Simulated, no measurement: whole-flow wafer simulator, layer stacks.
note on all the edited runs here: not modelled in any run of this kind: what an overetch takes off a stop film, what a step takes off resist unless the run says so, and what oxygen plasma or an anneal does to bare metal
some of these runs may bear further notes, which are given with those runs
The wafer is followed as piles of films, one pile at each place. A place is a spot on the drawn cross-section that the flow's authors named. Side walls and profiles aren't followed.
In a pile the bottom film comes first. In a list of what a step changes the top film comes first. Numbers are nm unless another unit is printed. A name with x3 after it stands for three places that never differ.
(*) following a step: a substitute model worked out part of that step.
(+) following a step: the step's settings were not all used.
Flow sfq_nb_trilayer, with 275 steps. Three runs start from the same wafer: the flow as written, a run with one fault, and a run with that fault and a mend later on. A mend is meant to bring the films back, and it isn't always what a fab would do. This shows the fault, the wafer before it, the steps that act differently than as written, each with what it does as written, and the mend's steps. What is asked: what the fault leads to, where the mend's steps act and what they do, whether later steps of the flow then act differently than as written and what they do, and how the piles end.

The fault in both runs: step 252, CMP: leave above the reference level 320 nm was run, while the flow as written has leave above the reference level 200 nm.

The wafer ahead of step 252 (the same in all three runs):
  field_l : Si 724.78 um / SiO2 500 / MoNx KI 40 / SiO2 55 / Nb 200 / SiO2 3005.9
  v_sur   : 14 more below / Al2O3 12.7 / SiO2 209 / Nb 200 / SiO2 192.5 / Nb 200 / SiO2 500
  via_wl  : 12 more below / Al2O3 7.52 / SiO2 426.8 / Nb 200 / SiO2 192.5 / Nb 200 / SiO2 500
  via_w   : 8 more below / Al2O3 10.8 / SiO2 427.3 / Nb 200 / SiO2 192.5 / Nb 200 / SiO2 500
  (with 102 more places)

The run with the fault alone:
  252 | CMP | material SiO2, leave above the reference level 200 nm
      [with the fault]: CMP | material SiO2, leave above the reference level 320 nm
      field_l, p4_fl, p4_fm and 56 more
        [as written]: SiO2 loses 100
        [with the fault]: nothing
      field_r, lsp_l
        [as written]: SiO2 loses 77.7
        [with the fault]: nothing
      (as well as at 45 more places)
  Steps later in the flow that act otherwise than as written (5 more steps, not shown, differ only slightly: by at most 2% or 0.5 nm, whichever is larger):
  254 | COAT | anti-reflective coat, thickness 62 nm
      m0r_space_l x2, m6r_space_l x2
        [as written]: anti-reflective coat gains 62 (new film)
        [with the fault]: anti-reflective coat gains 65 (new film)
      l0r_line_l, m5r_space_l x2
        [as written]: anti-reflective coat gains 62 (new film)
        [with the fault]: anti-reflective coat gains 63.8 (new film)
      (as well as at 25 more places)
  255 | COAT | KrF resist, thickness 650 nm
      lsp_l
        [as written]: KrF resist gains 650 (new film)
        [with the fault]: KrF resist gains 666.9 (new film)
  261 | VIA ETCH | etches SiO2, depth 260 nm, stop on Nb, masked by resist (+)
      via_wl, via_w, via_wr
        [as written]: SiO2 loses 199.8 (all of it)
        [with the fault]: SiO2 loses 260
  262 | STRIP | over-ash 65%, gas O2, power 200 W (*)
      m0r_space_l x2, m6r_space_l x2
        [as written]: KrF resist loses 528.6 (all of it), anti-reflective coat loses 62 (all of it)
        [with the fault]: KrF resist loses 531.5 (all of it), anti-reflective coat loses 65 (all of it)
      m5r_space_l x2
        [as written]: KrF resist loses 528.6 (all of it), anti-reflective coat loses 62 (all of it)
        [with the fault]: KrF resist loses 531.5 (all of it), anti-reflective coat loses 63.8 (all of it)
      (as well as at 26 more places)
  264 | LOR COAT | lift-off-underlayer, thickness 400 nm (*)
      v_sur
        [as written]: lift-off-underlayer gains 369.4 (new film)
        [with the fault]: lift-off-underlayer gains 355.6 (new film)
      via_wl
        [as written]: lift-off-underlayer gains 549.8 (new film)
        [with the fault]: lift-off-underlayer gains 588.4 (new film)
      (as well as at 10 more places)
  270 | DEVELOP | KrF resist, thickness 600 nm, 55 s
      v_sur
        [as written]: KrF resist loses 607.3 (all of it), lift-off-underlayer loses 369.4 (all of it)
        [with the fault]: KrF resist loses 606.1 (all of it), lift-off-underlayer loses 355.6 (all of it)
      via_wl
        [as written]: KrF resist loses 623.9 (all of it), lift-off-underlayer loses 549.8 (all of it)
        [with the fault]: KrF resist loses 630 (all of it), lift-off-underlayer loses 588.4 (all of it)
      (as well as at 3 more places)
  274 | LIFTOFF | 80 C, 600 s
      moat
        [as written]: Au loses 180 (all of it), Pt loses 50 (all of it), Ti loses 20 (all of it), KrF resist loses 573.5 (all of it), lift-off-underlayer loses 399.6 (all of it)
        [with the fault]: Au loses 180 (all of it), Pt loses 50 (all of it), Ti loses 20 (all of it), KrF resist loses 572 (all of it), lift-off-underlayer loses 390.6 (all of it)
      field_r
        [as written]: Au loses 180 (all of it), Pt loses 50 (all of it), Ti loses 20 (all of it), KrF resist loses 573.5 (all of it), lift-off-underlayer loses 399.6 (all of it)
        [with the fault]: Au loses 180 (all of it), Pt loses 50 (all of it), Ti loses 20 (all of it), KrF resist loses 577.1 (all of it), lift-off-underlayer loses 426.1 (all of it)
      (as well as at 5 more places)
  At field_l, v_sur, via_wl and 103 more, the piles at the end differ from the flow's by more than 2% or 0.5 nm, whichever is larger.
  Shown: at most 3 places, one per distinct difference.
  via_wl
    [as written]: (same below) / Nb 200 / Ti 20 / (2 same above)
    [with the fault]: (same below) / Nb 200 / SiO2 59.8 / Ti 20 / (2 same above)
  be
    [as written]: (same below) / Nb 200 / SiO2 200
    [with the fault]: (same below) / Nb 200 / SiO2 320
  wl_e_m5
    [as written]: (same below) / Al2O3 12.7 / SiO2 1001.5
    [with the fault]: (same below) / Al2O3 12.7 / SiO2 1101.5

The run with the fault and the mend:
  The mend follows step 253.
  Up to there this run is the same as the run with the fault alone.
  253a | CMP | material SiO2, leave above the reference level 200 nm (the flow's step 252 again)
      field_l, p4_fl, p4_fm and 56 more
        SiO2 loses 100
      v_sur, via_wl, via_w and 40 more
        SiO2 loses 120
      field_r, lsp_l
        SiO2 loses 77.7
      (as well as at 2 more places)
  Every later step of the flow that is run acts as written at every place that is followed.
  By the end, the piles equal the flow's at every place that both follow.
